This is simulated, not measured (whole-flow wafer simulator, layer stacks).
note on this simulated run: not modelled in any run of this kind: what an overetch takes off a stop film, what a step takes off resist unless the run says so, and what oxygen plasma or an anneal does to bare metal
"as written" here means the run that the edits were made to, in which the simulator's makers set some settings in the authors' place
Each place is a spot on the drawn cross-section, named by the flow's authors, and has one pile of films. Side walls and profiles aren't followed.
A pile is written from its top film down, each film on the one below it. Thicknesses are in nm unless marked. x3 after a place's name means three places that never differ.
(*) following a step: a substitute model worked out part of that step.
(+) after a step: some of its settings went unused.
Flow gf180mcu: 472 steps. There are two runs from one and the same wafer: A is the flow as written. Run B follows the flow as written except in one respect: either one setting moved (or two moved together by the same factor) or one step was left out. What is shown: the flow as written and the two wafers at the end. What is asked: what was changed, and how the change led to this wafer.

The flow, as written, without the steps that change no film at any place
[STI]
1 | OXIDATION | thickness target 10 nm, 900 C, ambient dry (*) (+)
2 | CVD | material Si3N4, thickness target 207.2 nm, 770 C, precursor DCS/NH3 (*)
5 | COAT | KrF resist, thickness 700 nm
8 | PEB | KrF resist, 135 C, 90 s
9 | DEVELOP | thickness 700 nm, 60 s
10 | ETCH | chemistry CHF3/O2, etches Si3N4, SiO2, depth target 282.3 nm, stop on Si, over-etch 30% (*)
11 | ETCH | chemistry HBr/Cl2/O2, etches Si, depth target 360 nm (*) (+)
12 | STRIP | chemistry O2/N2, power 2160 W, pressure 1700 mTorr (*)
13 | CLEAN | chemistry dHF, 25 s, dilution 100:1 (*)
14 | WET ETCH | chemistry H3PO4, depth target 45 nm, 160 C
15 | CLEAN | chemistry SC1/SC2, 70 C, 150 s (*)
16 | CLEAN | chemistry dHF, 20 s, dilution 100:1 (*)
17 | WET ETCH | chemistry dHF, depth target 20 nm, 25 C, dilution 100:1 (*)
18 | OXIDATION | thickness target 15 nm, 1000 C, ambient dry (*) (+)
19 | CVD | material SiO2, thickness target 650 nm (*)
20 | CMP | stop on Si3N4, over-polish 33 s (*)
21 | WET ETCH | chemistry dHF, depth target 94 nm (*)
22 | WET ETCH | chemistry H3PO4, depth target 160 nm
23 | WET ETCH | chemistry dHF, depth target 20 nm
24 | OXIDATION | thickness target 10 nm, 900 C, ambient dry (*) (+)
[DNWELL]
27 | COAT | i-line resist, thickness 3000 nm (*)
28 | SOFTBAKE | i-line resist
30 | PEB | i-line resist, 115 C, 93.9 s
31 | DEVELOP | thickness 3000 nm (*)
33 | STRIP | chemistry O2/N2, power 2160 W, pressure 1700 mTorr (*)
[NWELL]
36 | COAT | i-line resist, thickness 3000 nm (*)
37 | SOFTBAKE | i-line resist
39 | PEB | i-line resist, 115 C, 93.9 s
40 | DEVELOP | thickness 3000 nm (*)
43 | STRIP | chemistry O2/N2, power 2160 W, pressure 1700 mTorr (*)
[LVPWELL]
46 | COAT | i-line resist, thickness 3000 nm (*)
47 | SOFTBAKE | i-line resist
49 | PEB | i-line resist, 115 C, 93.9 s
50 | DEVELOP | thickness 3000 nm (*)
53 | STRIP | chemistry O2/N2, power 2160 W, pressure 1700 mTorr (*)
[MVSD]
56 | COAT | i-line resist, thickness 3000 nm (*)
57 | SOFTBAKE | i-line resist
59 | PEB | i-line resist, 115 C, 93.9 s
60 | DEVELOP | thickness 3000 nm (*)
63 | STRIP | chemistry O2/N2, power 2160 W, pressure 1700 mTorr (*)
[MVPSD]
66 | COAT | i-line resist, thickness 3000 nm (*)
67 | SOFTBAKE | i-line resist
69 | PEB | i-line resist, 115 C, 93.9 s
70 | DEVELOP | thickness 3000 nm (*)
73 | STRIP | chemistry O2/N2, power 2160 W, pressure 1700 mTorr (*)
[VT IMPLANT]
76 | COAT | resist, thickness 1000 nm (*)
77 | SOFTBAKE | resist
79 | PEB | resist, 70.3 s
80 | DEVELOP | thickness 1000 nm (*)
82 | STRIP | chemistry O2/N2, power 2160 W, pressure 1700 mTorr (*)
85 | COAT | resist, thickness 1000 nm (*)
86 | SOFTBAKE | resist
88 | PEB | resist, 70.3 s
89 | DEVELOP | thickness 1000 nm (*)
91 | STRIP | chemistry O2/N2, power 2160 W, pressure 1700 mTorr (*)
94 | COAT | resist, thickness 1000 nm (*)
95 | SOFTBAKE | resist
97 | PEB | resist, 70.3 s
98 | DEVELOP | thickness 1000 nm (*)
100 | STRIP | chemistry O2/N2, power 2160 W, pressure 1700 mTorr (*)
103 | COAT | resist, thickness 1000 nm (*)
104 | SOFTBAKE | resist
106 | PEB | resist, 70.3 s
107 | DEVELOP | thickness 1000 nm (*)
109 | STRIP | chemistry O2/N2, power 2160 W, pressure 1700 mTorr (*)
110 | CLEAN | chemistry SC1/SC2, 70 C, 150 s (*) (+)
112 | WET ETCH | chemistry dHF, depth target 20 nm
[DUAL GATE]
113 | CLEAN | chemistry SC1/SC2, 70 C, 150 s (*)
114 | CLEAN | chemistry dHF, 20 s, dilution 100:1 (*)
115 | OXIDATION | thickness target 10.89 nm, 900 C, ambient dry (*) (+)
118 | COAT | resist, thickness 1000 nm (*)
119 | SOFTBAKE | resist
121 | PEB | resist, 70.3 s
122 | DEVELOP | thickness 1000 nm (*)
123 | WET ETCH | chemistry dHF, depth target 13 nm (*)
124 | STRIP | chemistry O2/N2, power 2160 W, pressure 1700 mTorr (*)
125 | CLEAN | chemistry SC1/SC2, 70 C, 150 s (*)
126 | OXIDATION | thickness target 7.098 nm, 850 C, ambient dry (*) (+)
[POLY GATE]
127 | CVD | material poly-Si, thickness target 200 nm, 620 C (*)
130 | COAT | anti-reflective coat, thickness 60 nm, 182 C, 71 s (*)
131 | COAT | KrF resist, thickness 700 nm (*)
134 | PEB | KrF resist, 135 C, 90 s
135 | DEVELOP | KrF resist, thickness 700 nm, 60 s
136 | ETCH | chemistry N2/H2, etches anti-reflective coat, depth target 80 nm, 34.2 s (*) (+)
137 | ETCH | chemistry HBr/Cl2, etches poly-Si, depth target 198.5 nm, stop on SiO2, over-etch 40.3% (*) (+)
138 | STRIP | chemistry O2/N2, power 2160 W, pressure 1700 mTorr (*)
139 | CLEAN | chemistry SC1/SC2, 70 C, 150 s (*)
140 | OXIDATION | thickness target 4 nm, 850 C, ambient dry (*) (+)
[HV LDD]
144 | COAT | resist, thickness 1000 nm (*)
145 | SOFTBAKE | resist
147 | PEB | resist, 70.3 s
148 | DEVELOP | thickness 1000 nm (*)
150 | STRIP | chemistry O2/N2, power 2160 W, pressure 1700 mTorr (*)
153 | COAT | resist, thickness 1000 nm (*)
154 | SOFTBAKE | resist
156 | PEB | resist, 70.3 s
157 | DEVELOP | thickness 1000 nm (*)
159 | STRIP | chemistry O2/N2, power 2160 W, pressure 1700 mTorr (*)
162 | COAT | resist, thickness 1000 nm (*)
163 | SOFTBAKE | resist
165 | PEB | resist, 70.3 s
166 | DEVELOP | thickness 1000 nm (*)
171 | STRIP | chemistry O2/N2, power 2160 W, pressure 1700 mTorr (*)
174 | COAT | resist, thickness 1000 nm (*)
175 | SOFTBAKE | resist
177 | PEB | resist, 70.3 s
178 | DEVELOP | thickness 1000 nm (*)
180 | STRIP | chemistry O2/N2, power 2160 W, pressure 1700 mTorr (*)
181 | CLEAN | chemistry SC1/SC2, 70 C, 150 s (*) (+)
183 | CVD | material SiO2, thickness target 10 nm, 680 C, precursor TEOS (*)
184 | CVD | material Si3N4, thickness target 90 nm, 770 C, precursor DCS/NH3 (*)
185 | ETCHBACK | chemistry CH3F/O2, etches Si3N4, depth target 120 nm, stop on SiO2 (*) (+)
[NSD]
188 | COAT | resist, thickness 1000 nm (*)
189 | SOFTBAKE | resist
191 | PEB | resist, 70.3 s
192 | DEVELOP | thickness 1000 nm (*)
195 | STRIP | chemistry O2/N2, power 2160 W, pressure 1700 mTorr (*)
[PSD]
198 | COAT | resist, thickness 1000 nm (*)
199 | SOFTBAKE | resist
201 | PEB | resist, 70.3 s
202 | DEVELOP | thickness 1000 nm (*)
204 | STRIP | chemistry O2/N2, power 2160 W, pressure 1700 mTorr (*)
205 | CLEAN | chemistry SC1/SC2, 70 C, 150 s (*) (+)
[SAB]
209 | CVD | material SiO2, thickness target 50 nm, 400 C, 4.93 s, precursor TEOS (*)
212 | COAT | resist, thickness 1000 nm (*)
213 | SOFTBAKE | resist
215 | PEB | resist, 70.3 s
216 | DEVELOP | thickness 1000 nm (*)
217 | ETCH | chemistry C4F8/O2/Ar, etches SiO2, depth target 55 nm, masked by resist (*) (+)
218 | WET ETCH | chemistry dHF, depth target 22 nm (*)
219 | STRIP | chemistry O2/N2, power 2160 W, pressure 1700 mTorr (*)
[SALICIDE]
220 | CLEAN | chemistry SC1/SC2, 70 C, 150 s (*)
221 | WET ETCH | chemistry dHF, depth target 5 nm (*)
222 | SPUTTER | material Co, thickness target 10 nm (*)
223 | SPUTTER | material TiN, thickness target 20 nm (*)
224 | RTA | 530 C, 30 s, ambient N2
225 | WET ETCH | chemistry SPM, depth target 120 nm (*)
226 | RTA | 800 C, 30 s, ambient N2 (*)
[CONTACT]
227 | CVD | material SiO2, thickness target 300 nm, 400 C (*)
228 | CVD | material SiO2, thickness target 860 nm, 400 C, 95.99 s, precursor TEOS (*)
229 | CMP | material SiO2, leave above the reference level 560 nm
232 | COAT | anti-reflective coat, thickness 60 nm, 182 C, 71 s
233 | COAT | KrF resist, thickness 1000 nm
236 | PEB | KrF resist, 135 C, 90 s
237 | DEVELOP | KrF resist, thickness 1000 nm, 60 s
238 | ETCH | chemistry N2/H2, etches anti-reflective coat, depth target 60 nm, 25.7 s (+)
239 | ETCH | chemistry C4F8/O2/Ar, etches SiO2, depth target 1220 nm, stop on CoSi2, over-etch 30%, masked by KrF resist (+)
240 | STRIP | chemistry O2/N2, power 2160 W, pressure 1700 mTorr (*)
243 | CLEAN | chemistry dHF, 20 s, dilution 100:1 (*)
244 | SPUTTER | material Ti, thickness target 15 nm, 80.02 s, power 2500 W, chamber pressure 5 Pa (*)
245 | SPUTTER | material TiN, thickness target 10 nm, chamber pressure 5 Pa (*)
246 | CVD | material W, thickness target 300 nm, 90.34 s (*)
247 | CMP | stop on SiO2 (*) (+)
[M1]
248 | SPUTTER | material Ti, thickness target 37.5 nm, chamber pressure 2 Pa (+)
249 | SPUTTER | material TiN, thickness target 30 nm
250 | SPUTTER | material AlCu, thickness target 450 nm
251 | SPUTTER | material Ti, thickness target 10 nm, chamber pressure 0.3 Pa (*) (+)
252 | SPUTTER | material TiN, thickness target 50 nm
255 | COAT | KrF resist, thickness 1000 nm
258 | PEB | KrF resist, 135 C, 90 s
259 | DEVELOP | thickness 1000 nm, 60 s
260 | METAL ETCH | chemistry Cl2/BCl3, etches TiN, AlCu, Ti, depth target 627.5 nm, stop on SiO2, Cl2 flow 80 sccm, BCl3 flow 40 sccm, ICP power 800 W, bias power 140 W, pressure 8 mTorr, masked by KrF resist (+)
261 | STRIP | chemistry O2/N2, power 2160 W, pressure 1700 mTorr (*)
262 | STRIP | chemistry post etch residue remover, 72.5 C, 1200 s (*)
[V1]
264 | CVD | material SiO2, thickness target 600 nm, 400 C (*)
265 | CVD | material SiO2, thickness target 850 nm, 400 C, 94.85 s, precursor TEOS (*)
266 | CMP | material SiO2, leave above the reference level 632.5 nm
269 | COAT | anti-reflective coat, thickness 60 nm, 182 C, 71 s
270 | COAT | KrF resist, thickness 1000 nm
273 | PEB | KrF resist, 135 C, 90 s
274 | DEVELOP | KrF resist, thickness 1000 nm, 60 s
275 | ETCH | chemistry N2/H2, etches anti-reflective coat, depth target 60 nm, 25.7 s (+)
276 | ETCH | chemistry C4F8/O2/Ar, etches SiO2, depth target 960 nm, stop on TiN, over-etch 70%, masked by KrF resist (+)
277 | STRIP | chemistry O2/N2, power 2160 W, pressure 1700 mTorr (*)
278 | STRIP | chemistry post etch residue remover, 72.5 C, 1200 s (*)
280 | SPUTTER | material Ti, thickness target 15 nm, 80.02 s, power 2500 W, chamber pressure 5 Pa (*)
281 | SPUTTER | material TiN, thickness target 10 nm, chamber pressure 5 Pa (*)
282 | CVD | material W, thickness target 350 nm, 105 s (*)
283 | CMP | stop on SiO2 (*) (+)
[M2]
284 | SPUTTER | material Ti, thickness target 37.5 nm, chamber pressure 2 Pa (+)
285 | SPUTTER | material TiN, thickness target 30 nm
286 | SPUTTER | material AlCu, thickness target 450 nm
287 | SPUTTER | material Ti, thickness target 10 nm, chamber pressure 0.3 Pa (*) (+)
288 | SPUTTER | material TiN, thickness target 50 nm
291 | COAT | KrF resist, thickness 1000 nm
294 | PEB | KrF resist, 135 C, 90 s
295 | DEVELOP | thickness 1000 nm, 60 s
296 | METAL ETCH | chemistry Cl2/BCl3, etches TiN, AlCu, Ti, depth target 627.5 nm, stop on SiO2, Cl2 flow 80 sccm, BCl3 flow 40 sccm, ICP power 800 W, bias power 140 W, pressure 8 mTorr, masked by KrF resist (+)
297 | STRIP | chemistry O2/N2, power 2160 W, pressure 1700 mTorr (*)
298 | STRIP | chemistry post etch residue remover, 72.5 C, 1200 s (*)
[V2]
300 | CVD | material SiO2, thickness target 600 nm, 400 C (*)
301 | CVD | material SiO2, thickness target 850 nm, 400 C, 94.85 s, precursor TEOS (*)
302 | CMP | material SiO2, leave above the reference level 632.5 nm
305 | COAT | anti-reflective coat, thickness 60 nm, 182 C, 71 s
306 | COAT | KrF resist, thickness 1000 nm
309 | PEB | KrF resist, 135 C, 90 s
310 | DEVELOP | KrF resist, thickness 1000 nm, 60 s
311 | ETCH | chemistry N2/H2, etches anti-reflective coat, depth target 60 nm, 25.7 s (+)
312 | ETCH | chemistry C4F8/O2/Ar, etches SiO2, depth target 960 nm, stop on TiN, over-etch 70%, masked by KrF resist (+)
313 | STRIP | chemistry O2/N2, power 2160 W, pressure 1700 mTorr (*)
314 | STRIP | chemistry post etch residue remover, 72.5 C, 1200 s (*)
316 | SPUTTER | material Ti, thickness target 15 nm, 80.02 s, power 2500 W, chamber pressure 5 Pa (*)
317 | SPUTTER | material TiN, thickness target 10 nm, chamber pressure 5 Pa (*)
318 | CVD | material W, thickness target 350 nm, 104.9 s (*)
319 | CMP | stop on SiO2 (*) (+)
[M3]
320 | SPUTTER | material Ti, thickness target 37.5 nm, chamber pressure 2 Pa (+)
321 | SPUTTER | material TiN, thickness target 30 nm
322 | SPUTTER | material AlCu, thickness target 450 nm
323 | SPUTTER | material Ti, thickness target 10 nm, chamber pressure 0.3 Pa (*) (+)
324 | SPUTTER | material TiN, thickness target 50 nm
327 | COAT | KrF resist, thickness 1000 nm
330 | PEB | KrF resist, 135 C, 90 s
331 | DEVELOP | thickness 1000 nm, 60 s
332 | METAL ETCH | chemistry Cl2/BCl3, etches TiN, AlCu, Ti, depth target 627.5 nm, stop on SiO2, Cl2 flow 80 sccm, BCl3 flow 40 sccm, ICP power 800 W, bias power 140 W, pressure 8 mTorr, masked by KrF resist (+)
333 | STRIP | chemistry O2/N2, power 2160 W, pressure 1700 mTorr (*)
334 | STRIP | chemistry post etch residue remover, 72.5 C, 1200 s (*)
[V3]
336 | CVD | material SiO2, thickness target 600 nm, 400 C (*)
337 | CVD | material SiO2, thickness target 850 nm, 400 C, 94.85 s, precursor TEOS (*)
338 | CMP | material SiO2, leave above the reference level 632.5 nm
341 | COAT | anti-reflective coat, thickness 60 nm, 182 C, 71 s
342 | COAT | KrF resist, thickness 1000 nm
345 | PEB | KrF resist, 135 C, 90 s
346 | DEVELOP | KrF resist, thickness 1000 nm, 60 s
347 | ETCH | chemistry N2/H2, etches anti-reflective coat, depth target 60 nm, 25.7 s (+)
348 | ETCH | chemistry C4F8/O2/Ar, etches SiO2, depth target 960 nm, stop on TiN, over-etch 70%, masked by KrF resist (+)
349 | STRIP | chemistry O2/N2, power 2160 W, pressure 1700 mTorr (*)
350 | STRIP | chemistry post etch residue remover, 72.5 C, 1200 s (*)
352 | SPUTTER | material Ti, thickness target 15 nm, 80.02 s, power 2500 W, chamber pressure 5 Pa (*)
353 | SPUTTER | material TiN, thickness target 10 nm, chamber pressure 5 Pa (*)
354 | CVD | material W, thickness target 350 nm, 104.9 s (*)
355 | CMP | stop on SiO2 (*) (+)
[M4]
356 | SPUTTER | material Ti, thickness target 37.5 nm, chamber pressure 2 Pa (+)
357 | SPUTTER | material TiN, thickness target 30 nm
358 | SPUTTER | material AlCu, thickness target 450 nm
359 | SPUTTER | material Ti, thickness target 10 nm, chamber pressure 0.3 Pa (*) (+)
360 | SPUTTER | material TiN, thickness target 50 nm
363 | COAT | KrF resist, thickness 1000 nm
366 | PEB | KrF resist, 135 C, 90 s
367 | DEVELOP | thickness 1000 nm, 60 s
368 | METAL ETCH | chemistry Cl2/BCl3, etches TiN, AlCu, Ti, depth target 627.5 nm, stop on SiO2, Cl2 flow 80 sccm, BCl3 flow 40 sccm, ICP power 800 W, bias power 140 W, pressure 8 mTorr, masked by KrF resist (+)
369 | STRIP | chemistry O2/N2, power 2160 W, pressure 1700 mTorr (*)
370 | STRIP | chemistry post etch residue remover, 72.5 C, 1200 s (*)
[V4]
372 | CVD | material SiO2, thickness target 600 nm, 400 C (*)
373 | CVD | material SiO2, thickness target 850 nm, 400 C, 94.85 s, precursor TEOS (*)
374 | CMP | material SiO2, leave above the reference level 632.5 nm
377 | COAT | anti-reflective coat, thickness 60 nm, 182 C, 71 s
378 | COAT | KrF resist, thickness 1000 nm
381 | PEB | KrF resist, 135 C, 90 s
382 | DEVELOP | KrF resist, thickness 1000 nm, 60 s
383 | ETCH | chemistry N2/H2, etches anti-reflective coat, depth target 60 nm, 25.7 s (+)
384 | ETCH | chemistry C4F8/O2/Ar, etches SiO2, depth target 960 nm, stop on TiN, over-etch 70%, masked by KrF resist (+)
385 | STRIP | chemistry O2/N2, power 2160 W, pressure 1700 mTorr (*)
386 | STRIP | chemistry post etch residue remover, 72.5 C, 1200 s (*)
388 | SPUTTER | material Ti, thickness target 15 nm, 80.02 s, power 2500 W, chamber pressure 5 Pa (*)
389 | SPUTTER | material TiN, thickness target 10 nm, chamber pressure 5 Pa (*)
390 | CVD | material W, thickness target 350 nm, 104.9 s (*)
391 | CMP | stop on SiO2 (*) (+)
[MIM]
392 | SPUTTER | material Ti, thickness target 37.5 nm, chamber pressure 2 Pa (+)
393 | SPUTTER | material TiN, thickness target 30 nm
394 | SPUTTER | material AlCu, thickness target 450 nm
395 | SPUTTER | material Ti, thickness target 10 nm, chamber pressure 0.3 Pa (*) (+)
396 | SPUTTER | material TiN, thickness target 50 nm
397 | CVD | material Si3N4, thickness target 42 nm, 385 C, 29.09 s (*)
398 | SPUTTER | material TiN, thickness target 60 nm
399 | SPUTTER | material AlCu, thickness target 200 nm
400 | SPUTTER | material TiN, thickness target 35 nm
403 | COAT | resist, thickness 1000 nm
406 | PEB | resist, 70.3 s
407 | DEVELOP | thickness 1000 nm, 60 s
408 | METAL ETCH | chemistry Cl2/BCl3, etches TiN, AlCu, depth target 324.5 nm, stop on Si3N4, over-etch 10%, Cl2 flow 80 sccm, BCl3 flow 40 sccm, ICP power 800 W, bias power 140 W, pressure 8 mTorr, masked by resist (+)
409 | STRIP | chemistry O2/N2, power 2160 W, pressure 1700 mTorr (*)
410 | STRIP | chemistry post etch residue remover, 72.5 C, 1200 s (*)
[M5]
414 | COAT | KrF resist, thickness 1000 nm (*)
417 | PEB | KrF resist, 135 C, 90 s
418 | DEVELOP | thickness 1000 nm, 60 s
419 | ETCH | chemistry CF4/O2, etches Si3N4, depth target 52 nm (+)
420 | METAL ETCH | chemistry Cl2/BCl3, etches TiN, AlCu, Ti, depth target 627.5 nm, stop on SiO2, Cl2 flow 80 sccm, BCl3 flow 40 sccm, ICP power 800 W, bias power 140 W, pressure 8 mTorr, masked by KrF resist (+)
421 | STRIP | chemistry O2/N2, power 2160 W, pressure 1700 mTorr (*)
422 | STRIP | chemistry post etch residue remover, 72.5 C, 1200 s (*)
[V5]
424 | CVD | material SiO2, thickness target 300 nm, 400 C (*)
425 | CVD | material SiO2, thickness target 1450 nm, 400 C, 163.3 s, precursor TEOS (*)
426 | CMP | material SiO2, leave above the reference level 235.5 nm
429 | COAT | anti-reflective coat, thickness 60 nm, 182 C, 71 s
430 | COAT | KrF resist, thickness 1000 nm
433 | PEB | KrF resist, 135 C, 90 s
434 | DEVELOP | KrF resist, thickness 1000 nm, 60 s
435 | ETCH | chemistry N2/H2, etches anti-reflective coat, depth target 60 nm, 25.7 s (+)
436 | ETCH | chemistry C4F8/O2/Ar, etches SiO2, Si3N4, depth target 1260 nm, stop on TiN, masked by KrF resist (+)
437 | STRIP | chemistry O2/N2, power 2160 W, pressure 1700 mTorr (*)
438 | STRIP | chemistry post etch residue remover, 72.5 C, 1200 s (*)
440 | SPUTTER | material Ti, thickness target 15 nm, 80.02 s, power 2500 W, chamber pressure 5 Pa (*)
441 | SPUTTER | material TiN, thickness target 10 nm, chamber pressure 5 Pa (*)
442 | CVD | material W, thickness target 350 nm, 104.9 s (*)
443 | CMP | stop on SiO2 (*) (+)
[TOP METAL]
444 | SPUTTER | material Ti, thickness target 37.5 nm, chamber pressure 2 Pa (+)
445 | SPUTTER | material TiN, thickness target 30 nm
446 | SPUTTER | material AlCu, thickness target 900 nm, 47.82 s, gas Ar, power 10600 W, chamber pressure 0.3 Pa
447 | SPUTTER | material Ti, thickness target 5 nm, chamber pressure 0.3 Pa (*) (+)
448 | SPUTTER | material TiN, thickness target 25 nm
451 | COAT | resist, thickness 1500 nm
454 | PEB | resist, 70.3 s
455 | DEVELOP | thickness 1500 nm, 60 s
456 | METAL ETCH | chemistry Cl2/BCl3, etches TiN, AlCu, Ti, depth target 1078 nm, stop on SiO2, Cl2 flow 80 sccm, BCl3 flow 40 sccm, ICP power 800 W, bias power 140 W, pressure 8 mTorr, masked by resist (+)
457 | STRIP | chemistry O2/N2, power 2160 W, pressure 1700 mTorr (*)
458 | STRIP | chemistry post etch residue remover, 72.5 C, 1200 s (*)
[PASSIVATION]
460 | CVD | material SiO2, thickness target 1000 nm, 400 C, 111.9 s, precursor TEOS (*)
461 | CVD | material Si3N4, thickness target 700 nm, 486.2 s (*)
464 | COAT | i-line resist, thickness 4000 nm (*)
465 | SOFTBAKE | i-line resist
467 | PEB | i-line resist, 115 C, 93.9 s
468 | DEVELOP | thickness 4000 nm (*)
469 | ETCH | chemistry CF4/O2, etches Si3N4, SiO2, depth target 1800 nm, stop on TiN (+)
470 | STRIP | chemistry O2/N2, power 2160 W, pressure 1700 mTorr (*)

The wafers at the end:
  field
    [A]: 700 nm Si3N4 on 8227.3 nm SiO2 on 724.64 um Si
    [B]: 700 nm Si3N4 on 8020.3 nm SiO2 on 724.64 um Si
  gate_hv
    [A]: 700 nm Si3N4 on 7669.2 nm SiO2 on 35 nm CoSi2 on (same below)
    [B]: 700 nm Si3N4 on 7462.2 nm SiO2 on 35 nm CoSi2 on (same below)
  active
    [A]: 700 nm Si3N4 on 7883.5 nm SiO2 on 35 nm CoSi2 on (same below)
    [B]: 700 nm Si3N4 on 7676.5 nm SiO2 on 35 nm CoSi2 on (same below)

What caused this: step 322, SPUTTER: thickness target 243 nm was run, whereas the flow has thickness target 450 nm.

Step by step, how the change led to this:
  322 | SPUTTER | material AlCu, thickness target 450 nm
      field, field__w1, field__w2 and 108 more: A +450 AlCu (new film) | B +243 AlCu (new film)
  332 | METAL ETCH | chemistry Cl2/BCl3, etches TiN, AlCu, Ti, depth target 627.5 nm, stop on SiO2, Cl2 flow 80 sccm, BCl3 flow 40 sccm, ICP power 800 W, bias power 140 W, pressure 8 mTorr, masked by KrF resist (+)
      field, field__w1, field__w2 and 103 more: A -50 TiN (all of it), -10 Ti (all of it), -450 AlCu (all of it), -30 TiN (all of it), -37.5 Ti (all of it) | B -50 TiN (all of it), -10 Ti (all of it), -243 AlCu (all of it), -30 TiN (all of it), -37.5 Ti (all of it)
      field__w8, contact, m1, m1__w1, m1_nw: A -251 KrF resist | B -222.3 KrF resist
  333 | STRIP | chemistry O2/N2, power 2160 W, pressure 1700 mTorr (*)
      field__w8, contact, m1, m1__w1, m1_nw: A -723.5 KrF resist (all of it) | B -752.2 KrF resist (all of it)
  338 | CMP | material SiO2, leave above the reference level 632.5 nm
      field, field__w1, field__w2 and 103 more: A -300 SiO2 | B -507 SiO2
